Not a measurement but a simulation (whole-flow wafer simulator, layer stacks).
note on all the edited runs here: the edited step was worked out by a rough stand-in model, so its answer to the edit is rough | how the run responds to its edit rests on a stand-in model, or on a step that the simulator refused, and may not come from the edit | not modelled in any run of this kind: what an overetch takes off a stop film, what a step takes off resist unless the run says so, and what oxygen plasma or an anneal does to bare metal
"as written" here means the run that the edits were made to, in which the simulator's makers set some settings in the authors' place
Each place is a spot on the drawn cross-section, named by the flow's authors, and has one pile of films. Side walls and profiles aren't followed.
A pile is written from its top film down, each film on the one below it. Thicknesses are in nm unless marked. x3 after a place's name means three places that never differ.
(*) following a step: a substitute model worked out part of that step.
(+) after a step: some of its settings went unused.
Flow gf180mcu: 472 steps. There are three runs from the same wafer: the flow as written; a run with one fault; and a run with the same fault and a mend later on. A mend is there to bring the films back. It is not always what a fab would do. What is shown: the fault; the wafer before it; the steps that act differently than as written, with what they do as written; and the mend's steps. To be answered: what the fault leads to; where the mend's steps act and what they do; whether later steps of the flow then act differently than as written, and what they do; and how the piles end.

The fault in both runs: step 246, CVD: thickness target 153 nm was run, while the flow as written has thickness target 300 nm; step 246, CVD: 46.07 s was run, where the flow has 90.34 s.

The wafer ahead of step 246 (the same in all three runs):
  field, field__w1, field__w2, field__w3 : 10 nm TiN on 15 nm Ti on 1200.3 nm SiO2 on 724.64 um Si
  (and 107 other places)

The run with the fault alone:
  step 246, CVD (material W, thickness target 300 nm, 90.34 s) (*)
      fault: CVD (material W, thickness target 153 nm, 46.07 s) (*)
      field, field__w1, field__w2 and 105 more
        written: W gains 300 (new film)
        fault: W gains 153.6 (new film)
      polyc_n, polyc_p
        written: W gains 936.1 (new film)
        fault: W gains 789.7 (new film)
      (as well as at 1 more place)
  Later steps of the flow acting differently than as written:
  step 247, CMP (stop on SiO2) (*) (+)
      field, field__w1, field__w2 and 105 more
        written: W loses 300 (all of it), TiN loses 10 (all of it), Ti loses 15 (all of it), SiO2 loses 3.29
        fault: W loses 153.6 (all of it), TiN loses 10 (all of it), Ti loses 15 (all of it), SiO2 loses 1.81
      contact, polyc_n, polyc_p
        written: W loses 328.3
        fault: W loses 180.4
  When the end is reached, the piles differ only a little from the flow's at the places that both follow, at most by 2% or 0.5 nm, whichever is larger.

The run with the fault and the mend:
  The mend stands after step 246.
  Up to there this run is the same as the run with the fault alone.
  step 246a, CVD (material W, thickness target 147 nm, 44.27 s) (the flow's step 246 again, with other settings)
      field, field__w1, field__w2 and 108 more
        W gains 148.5
  Later steps of the flow that are run all act as written at every place that is followed, up to a difference of at most 2% or 0.5 nm, whichever is larger.
  When the end is reached, the piles differ only a little from the flow's at the places that both follow, at most by 2% or 0.5 nm, whichever is larger.
